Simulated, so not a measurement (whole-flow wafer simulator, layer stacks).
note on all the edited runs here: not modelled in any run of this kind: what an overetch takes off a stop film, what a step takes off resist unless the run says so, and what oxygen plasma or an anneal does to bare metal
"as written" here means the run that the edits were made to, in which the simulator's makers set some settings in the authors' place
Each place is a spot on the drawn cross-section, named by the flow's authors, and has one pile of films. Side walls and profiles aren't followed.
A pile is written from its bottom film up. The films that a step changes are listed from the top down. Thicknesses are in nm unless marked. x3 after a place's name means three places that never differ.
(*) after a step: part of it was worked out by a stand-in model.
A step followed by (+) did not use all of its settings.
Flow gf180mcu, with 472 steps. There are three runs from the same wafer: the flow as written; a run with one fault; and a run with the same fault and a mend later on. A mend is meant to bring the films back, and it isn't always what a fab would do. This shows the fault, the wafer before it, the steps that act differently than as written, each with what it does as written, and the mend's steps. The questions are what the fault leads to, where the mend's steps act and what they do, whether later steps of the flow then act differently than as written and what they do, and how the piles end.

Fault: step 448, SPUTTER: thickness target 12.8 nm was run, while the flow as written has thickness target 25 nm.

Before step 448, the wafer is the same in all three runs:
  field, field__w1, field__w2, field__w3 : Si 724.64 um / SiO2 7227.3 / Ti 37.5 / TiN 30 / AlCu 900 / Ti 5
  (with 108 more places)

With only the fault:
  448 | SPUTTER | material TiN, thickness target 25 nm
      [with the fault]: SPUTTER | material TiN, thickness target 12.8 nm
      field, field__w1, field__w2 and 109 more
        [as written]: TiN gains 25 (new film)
        [with the fault]: TiN gains 12.8 (new film)
  Steps further on in the flow that do not act as written (5 more steps, not shown, differ only slightly: by at most 2% or 0.5 nm, whichever is larger):
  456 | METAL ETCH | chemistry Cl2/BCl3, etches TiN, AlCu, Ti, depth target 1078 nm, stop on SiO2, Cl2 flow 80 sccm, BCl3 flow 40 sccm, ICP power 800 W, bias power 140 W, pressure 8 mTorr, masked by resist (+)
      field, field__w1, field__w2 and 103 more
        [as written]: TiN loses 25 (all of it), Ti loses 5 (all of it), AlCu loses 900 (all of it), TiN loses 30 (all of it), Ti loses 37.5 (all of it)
        [with the fault]: TiN loses 12.8 (all of it), Ti loses 5 (all of it), AlCu loses 900 (all of it), TiN loses 30 (all of it), Ti loses 37.5 (all of it)
  By the end, the piles at field__w8, contact, m1, m1__w1, pad, m1_nw depart from the flow's by more than 2% or 0.5 nm, whichever is larger.
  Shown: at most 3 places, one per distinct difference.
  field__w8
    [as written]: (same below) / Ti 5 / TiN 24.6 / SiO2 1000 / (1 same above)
    [with the fault]: (same below) / Ti 5 / TiN 12.4 / SiO2 1000 / (1 same above)
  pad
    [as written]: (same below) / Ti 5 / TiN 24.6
    [with the fault]: (same below) / Ti 5 / TiN 12.4

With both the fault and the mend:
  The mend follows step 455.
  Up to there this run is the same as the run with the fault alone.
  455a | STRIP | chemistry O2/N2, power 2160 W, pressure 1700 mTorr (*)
      field__w8, contact, m1, m1__w1, pad, m1_nw
        resist loses 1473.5 (all of it)
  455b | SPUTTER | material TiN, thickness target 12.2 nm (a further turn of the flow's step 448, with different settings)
      field, field__w1, field__w2 and 109 more
        TiN gains 12.2
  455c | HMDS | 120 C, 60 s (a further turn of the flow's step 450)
      alters no film at any place that is followed
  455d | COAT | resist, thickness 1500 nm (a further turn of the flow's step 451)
      field, field__w1, field__w2 and 109 more
        resist gains 1500 (new film)
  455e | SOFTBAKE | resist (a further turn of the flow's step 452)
      alters no film at any place that is followed
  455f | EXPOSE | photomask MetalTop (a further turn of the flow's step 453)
      alters no film at any place that is followed
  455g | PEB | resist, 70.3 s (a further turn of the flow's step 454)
      field, field__w1, field__w2 and 109 more
        resist loses 26.5
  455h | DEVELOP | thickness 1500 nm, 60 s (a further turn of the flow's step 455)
      field, field__w1, field__w2 and 103 more
        resist loses 1473.5 (all of it)
  Later steps of the flow that are run all act as written at every place that is followed.
  At every place that both follow, the piles at the end match the flow's.
